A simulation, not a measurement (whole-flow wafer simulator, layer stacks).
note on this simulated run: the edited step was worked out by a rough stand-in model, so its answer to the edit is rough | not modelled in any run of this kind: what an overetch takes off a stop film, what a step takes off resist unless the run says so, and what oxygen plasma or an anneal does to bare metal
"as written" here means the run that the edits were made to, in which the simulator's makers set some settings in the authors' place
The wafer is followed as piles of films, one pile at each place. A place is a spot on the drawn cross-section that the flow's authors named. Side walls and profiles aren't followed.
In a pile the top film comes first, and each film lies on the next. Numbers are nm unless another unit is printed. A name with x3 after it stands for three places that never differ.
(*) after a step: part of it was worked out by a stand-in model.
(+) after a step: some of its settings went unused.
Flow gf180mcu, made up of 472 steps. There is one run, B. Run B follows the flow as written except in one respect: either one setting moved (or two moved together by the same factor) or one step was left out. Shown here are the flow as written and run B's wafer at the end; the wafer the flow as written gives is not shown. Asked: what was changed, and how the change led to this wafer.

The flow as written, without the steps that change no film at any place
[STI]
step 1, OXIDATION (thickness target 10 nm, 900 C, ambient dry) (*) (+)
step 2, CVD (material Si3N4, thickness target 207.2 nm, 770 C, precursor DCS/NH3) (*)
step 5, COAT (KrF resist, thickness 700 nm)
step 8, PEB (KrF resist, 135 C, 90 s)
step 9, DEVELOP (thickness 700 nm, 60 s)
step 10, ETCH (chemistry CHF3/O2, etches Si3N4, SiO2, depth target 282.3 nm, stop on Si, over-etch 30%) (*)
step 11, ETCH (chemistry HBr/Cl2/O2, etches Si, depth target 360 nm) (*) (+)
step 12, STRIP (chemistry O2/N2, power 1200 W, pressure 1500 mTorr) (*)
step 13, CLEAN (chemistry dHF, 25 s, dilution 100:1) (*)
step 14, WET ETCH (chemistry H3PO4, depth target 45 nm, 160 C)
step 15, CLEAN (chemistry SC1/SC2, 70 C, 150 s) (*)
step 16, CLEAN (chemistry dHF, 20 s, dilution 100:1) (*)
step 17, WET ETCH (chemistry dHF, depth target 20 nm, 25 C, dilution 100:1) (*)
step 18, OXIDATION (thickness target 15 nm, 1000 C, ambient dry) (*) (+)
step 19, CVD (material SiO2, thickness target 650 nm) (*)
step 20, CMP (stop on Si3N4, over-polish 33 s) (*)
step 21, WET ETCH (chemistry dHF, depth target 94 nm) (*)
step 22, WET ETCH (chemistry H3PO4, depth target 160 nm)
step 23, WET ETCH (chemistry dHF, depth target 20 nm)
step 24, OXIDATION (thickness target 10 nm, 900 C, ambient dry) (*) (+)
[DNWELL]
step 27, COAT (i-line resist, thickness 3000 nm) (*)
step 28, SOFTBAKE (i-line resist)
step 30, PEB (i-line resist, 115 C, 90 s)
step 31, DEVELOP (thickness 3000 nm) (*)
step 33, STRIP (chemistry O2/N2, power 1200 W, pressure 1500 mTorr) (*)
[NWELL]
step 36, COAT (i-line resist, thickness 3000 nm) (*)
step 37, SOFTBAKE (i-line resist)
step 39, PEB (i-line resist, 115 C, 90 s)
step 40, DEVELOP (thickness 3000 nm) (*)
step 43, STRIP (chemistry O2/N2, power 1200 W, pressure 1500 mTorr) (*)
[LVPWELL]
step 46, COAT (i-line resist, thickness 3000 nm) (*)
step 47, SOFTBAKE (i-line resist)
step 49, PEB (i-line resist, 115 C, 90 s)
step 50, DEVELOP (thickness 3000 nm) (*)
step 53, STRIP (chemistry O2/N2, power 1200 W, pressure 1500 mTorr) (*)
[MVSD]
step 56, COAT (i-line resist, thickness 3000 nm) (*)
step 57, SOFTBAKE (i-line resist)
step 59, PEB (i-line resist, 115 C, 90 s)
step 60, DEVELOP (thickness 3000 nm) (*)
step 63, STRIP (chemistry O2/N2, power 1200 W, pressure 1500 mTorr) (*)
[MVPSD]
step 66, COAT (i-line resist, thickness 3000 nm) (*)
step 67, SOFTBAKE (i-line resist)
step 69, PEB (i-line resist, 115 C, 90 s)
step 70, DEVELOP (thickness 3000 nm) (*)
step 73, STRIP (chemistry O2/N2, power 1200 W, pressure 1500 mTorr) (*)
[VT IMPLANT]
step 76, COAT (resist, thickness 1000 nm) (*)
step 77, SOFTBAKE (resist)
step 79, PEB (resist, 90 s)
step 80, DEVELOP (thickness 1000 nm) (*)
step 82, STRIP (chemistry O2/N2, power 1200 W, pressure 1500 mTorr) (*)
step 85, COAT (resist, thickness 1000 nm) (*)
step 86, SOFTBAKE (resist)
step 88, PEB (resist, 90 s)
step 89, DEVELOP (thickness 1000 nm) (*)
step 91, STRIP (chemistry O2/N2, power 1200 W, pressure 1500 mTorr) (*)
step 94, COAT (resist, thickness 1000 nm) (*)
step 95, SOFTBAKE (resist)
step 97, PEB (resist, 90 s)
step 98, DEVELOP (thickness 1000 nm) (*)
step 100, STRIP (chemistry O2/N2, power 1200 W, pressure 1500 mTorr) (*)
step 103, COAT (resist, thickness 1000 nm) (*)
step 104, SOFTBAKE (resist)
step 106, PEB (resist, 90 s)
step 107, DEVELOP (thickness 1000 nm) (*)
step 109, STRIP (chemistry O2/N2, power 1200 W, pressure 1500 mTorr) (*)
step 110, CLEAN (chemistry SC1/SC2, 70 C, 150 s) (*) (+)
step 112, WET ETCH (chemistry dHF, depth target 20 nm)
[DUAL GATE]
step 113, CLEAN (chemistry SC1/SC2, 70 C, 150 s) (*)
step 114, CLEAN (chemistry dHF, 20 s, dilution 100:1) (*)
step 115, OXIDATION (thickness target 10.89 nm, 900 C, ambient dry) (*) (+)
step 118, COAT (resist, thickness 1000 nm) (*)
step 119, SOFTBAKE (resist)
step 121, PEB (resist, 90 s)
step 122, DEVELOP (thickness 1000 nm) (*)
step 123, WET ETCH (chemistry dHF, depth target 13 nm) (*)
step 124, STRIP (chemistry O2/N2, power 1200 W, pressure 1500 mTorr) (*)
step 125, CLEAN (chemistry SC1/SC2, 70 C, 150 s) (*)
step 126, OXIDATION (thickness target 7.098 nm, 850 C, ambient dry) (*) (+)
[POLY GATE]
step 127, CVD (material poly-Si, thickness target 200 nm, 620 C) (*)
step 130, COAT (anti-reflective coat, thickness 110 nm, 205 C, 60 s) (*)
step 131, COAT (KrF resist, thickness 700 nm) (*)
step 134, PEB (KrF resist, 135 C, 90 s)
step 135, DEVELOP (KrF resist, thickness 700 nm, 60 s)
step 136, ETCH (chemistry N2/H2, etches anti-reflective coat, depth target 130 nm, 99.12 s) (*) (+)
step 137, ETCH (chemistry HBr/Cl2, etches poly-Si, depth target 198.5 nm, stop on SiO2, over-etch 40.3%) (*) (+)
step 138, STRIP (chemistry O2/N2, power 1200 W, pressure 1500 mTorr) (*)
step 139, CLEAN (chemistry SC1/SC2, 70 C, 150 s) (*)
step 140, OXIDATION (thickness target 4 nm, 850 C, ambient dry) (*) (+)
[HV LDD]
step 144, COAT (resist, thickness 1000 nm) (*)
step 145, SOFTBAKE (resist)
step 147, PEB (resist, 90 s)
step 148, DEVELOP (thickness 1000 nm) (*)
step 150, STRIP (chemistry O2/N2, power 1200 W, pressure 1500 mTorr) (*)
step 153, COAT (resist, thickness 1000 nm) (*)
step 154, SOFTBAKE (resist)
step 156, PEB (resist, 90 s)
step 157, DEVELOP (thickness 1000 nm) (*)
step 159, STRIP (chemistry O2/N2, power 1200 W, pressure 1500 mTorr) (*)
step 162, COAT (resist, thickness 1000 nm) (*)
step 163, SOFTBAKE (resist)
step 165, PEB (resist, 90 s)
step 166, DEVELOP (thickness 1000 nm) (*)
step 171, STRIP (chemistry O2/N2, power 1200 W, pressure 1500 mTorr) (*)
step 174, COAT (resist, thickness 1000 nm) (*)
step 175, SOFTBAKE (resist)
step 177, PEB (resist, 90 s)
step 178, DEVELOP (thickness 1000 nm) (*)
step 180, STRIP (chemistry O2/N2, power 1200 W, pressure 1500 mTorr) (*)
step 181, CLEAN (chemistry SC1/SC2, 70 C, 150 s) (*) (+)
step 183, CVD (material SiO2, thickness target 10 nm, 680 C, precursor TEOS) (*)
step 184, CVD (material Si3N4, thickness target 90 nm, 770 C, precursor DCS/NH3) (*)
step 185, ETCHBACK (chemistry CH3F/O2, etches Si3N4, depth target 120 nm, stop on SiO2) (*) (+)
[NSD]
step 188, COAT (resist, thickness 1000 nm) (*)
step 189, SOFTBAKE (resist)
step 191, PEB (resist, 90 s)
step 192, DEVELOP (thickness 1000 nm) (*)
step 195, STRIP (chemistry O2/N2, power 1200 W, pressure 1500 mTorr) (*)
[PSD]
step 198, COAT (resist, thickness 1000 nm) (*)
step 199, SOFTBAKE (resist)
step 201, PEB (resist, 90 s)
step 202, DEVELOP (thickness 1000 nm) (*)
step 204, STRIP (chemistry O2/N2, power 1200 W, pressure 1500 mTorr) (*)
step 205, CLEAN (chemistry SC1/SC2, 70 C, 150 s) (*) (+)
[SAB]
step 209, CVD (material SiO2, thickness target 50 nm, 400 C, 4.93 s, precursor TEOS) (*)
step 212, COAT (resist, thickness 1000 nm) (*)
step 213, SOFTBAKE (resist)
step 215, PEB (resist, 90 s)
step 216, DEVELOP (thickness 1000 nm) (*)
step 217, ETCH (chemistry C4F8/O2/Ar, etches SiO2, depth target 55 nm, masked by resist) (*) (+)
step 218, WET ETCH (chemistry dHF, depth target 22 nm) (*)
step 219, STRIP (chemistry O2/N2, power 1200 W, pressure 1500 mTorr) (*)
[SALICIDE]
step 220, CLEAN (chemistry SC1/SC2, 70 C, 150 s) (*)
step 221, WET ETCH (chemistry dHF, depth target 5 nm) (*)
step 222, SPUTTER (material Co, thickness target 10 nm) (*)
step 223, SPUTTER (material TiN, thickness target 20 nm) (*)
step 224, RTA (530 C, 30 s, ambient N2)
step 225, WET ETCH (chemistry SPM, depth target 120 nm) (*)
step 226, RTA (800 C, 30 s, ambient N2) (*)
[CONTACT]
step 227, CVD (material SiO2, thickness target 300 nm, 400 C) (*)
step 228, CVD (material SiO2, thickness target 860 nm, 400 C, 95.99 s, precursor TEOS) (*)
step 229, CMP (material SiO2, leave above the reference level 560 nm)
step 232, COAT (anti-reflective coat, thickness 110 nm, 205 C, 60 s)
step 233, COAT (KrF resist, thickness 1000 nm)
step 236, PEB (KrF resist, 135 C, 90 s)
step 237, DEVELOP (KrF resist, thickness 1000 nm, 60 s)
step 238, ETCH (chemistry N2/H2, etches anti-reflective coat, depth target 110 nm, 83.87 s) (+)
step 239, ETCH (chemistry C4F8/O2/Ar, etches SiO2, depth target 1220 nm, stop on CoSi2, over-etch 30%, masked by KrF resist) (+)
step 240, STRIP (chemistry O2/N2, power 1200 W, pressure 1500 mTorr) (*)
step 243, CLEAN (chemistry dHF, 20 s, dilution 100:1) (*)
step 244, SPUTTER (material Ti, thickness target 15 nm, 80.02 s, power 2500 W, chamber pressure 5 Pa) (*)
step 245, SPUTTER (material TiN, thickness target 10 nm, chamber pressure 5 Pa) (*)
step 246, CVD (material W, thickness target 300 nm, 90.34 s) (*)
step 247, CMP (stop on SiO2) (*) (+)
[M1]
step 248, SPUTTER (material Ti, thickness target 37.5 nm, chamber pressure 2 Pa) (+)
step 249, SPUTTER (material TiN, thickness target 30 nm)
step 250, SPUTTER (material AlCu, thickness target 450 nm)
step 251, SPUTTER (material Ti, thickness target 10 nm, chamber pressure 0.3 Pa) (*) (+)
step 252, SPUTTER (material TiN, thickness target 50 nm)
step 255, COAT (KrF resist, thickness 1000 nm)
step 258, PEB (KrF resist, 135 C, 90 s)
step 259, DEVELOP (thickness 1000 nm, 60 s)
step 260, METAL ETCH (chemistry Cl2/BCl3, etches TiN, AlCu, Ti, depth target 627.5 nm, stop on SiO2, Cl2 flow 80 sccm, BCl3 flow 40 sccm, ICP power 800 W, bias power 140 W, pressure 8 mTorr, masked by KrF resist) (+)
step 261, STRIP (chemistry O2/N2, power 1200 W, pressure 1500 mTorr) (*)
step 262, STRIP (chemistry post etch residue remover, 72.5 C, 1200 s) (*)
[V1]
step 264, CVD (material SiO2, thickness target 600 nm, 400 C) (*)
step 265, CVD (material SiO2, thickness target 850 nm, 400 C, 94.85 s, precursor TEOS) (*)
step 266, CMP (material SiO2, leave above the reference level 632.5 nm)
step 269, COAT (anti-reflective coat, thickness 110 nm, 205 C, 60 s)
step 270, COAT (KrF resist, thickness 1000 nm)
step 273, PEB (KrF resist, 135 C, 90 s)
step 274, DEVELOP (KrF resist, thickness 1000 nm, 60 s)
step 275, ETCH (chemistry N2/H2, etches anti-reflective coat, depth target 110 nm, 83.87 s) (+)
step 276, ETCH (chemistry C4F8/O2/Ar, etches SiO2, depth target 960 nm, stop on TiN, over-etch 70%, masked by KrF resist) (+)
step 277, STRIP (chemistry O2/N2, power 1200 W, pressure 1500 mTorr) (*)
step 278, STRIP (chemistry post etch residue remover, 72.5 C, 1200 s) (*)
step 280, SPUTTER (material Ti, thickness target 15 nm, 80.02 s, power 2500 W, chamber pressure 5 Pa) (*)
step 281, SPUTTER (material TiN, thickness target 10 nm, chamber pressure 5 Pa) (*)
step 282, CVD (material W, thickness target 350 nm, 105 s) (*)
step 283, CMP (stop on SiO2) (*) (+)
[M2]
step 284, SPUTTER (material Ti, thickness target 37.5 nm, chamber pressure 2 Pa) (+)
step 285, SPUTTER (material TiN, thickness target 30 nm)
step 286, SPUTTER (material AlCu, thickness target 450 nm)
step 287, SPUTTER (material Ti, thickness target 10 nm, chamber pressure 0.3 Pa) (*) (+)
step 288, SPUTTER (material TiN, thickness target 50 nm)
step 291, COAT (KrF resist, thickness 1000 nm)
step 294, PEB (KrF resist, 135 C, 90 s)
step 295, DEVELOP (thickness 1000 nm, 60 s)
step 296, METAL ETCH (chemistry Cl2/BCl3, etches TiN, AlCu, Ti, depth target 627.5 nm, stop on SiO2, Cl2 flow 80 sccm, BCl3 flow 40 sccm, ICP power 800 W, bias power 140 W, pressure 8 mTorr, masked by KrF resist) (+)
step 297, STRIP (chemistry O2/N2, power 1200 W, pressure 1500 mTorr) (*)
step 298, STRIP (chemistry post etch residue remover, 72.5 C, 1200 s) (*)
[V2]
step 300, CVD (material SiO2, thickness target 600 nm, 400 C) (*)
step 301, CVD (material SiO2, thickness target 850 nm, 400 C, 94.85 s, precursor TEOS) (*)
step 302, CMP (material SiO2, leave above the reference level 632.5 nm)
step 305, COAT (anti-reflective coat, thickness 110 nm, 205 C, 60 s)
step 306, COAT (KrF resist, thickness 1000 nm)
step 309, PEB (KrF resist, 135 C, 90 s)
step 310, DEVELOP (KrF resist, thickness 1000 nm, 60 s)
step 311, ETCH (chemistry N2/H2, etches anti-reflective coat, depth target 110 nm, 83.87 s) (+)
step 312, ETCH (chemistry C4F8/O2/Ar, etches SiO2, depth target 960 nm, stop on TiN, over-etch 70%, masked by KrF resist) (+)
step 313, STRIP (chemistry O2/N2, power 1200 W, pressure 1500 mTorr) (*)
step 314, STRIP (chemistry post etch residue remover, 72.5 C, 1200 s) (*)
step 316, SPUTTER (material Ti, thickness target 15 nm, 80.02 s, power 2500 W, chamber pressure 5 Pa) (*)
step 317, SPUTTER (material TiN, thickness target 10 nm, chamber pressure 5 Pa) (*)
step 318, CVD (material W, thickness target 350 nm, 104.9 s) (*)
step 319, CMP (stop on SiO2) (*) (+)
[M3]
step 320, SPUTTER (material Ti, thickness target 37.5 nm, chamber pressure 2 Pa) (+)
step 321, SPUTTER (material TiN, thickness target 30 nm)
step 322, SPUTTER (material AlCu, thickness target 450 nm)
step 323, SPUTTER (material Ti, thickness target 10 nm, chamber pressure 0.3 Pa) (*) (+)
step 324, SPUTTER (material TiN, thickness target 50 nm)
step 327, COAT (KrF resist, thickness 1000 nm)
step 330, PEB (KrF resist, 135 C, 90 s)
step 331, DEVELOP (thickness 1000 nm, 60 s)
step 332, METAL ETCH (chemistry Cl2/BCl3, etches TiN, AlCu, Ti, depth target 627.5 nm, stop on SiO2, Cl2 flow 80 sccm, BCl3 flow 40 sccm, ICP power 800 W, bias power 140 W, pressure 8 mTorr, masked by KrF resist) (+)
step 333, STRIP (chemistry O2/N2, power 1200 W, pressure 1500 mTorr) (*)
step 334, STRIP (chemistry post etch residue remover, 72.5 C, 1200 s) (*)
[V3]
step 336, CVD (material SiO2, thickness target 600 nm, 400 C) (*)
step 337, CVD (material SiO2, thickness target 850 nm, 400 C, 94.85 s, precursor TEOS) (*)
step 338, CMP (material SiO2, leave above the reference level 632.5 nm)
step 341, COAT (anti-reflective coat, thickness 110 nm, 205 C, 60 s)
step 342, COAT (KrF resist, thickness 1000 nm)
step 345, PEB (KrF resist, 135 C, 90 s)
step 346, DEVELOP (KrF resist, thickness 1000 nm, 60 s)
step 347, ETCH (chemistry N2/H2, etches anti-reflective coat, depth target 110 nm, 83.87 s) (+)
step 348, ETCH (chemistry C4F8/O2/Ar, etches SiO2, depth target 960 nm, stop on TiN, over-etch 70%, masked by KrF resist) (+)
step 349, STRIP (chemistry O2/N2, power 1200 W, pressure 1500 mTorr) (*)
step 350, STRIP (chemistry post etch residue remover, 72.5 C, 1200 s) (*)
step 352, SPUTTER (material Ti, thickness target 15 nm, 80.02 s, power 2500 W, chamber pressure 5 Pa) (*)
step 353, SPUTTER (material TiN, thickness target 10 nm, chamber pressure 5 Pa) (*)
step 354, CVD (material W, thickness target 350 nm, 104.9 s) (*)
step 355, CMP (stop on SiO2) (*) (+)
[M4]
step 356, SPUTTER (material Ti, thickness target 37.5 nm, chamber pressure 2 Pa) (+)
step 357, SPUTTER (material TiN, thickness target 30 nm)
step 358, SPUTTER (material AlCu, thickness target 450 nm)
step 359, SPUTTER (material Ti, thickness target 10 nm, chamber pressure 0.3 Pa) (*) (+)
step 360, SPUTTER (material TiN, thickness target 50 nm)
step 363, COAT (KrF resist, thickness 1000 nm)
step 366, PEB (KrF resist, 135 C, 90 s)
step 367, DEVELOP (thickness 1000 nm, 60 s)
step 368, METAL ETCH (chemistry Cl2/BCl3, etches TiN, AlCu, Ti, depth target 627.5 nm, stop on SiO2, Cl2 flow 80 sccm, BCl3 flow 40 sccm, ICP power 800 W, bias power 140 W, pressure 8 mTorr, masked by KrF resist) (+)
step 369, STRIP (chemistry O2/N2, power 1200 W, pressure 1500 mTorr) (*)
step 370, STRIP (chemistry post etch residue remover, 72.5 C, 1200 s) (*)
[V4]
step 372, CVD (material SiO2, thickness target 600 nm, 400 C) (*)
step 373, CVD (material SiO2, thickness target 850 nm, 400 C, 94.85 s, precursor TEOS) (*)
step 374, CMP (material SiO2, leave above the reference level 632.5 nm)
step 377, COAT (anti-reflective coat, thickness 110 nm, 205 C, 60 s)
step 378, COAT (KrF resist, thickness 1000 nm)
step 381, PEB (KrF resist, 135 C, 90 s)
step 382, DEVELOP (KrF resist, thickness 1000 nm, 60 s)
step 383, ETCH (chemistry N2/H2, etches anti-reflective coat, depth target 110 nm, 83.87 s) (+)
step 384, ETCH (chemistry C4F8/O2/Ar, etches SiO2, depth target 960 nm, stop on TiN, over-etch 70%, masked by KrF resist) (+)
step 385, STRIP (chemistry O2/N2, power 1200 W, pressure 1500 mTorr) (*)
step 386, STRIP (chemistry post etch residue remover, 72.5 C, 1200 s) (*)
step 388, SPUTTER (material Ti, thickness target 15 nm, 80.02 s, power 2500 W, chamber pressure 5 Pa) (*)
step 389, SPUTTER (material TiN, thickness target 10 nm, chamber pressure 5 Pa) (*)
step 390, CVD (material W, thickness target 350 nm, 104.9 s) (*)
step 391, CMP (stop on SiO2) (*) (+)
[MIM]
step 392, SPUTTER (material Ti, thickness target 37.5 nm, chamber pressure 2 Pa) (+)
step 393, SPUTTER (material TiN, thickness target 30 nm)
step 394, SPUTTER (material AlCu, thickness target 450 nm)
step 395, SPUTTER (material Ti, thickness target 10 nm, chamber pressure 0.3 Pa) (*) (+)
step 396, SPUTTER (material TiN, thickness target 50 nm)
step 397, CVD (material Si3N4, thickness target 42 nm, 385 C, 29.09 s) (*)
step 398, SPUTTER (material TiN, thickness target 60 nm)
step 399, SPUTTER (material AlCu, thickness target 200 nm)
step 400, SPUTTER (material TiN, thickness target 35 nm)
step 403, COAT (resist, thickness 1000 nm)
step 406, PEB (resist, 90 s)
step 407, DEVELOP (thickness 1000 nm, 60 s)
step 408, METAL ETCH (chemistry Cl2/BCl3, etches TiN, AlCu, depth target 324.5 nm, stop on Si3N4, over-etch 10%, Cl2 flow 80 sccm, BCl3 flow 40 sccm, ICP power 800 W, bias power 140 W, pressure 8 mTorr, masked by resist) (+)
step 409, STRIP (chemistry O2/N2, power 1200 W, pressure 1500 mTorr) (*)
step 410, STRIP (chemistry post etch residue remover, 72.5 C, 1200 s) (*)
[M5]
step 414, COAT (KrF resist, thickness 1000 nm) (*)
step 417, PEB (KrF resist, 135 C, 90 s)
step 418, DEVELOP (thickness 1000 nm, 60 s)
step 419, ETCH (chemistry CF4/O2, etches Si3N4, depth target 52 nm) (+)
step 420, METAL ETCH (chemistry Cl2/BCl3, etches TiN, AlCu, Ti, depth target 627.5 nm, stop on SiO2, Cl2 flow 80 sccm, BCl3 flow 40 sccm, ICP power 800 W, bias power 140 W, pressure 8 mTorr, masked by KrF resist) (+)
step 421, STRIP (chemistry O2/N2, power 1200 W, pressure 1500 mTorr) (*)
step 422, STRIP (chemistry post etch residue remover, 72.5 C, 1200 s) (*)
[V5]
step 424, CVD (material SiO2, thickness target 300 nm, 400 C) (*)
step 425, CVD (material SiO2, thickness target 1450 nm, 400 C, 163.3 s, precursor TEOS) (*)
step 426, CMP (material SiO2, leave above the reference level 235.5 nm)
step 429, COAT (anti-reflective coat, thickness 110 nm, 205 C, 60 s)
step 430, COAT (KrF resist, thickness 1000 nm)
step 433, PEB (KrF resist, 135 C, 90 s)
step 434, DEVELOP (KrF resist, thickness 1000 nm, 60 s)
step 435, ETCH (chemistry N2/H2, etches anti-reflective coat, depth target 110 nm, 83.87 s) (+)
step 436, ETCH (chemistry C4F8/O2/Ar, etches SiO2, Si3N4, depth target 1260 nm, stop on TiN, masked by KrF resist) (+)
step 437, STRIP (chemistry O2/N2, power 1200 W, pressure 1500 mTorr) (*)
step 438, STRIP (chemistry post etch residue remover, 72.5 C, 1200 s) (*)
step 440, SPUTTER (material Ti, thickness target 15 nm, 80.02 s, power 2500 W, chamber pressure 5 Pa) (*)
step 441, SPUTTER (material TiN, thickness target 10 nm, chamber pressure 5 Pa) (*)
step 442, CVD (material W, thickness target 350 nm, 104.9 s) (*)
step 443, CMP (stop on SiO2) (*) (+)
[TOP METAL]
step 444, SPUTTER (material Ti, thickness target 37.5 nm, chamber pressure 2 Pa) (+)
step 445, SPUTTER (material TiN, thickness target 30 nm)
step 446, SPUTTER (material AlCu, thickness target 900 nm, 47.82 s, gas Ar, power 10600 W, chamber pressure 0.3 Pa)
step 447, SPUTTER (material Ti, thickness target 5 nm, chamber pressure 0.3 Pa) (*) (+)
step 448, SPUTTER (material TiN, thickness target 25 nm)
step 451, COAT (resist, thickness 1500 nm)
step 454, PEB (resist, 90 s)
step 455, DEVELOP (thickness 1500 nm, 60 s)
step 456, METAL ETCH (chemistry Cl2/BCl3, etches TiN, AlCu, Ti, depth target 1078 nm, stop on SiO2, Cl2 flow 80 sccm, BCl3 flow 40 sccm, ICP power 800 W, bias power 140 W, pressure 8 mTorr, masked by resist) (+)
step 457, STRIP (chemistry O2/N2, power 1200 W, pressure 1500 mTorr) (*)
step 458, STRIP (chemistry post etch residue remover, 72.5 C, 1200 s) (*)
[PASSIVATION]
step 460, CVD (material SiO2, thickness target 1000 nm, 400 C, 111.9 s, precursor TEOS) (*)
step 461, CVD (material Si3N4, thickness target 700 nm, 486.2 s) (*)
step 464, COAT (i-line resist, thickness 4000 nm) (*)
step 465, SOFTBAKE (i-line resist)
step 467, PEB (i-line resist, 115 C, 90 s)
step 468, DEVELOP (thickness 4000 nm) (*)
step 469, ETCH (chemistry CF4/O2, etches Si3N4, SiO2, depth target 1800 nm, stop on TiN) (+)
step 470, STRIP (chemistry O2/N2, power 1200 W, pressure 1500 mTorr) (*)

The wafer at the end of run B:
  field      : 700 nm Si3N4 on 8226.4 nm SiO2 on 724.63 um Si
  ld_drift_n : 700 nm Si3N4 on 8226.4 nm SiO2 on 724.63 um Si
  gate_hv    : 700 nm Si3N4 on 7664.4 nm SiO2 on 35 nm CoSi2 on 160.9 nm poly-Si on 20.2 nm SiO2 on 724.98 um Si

What caused this: step 115, OXIDATION: thickness target 17.42 nm was run, though the flow has thickness target 10.89 nm.

The path from the change to this, step by step:
  step 115, OXIDATION (thickness target 10.89 nm, 900 C, ambient dry) (*) (+)
      active, n_well, p_well and 40 more: SiO2 gains 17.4 (new film), Si loses 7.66 (it would be, as written: SiO2 gains 10.9 (new film), Si loses 4.79)
      sti, mim_1p0, pad and 19 more: SiO2 gains 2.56, Si loses 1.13 (it would be, as written: SiO2 gains 1.22, Si loses 0.54)
      (and at 27 other places as well)
  step 123, WET ETCH (chemistry dHF, depth target 13 nm) (*)
      active, n_well, p_well and 12 more: SiO2 loses 13 (it would be, as written: SiO2 loses 10.9 (all of it))
  step 124, STRIP (chemistry O2/N2, power 1200 W, pressure 1500 mTorr) (*)
      active, n_well, p_well and 12 more: nothing (it would be, as written: chemical SiO2 gains 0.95 (new film), Si loses 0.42)
  step 126, OXIDATION (thickness target 7.098 nm, 850 C, ambient dry) (*) (+)
      active, n_well, p_well and 12 more: SiO2 gains 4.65, Si loses 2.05 (it would be, as written: SiO2 gains 7.1 (new film), chemical SiO2 loses 0.76 (all of it), Si loses 2.79)
      gate_hv, active_hv, active_nat and 25 more: SiO2 gains 3.15, Si loses 1.39 (it would be, as written: SiO2 gains 3.72, Si loses 1.64)
  step 189, SOFTBAKE (resist)
      field__w9: resist loses 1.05 (it would be, as written: resist gains 1.85)
      active_nat: resist gains 2.72 (it would be, as written: resist gains 1.71)
  step 199, SOFTBAKE (resist)
      field__w9: resist loses 1.05 (it would be, as written: resist gains 1.85)
      active_nat: resist gains 2.72 (it would be, as written: resist gains 1.71)
  step 218, WET ETCH (chemistry dHF, depth target 22 nm) (*)
      active, p_well, sd_n, iso_ptap_pw, iso_ntap_nw, iso_ptap_sub, vpnp_e: SiO2 loses 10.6 (all of it) (it would be, as written: SiO2 loses 9.01 (all of it))
      ldn_tap, ldn_src, ldn_drn, ldp_tap, ldp_src, ldp_drn, ldp_gr: SiO2 loses 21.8 (all of it) (it would be, as written: SiO2 loses 16 (all of it))
      (and at 9 other places as well)
